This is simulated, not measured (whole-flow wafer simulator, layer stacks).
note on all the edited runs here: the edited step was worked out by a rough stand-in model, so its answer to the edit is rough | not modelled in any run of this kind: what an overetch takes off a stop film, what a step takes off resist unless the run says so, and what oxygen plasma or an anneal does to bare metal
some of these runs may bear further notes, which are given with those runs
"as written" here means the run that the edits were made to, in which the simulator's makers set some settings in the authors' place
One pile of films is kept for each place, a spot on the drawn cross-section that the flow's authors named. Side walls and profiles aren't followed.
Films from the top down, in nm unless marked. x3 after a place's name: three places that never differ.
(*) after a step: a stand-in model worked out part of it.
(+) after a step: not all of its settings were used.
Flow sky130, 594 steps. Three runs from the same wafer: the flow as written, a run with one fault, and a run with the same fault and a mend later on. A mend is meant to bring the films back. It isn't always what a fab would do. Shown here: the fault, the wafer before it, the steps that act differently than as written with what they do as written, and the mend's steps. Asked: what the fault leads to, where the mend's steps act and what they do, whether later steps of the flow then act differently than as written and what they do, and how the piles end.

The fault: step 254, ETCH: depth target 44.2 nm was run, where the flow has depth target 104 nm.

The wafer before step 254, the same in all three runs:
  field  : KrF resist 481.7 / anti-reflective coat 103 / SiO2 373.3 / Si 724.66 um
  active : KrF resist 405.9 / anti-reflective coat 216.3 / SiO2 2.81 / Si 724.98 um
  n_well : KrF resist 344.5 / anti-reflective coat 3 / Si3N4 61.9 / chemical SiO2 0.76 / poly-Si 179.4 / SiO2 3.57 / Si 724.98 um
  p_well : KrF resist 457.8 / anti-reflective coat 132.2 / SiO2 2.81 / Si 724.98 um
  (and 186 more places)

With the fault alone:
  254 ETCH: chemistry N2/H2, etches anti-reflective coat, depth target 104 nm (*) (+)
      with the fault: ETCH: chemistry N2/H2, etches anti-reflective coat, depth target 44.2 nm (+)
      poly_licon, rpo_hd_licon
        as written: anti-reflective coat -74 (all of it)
        with the fault: anti-reflective coat -44.2
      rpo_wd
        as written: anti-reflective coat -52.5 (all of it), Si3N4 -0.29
        with the fault: anti-reflective coat -44.2
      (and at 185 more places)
  Later steps of the flow that act differently than as written (19 more steps differ only slightly, by at most 2% or 0.5 nm, whichever is larger, and aren't shown):
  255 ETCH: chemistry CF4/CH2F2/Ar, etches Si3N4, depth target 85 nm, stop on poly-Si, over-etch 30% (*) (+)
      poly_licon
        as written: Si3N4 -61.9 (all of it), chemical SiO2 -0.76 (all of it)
        with the fault: anti-reflective coat -29.8 (all of it), Si3N4 -55.2
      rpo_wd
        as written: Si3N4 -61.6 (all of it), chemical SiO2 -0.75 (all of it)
        with the fault: anti-reflective coat -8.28 (all of it), Si3N4 -61.9 (all of it), chemical SiO2 -0.75 (all of it)
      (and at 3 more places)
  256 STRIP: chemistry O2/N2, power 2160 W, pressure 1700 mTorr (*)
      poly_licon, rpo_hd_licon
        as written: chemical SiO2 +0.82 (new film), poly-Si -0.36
        with the fault: nothing
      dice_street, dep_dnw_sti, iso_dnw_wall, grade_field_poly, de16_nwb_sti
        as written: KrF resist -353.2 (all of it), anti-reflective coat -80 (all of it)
        with the fault: KrF resist -370.3 (all of it), anti-reflective coat -80 (all of it)
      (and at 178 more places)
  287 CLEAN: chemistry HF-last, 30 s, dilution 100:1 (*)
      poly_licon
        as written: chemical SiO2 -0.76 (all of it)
        with the fault: Si3N4 -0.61
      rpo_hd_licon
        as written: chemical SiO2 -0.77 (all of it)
        with the fault: Si3N4 -0.61
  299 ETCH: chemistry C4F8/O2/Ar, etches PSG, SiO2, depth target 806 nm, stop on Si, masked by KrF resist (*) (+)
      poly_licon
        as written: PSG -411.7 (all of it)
        with the fault: PSG -404.2 (all of it), Si3N4 -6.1 (all of it), chemical SiO2 -0.76 (all of it)
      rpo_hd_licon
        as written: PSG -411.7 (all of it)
        with the fault: PSG -404.2 (all of it), Si3N4 -6.1 (all of it), chemical SiO2 -0.75 (all of it)
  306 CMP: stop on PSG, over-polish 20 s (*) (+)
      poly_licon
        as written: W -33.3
        with the fault: W -34
  At the end the piles differ from the flow's only slightly at the places that both follow, by at most 2% or 0.5 nm, whichever is larger.

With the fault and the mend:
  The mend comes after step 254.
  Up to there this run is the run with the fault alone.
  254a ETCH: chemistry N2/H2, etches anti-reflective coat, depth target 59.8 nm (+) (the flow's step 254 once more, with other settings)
      field, active, n_well and 180 more
        KrF resist -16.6
      poly_licon, rpo_hd_licon
        anti-reflective coat -29.8 (all of it)
      rpo_ln, rxpo_ln
        Si3N4 -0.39
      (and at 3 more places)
  No later step of the flow acts differently than as written, at any place that is followed, by more than 2% or 0.5 nm, whichever is larger.
  At the end the piles are the same as the flow's at every place that both follow.
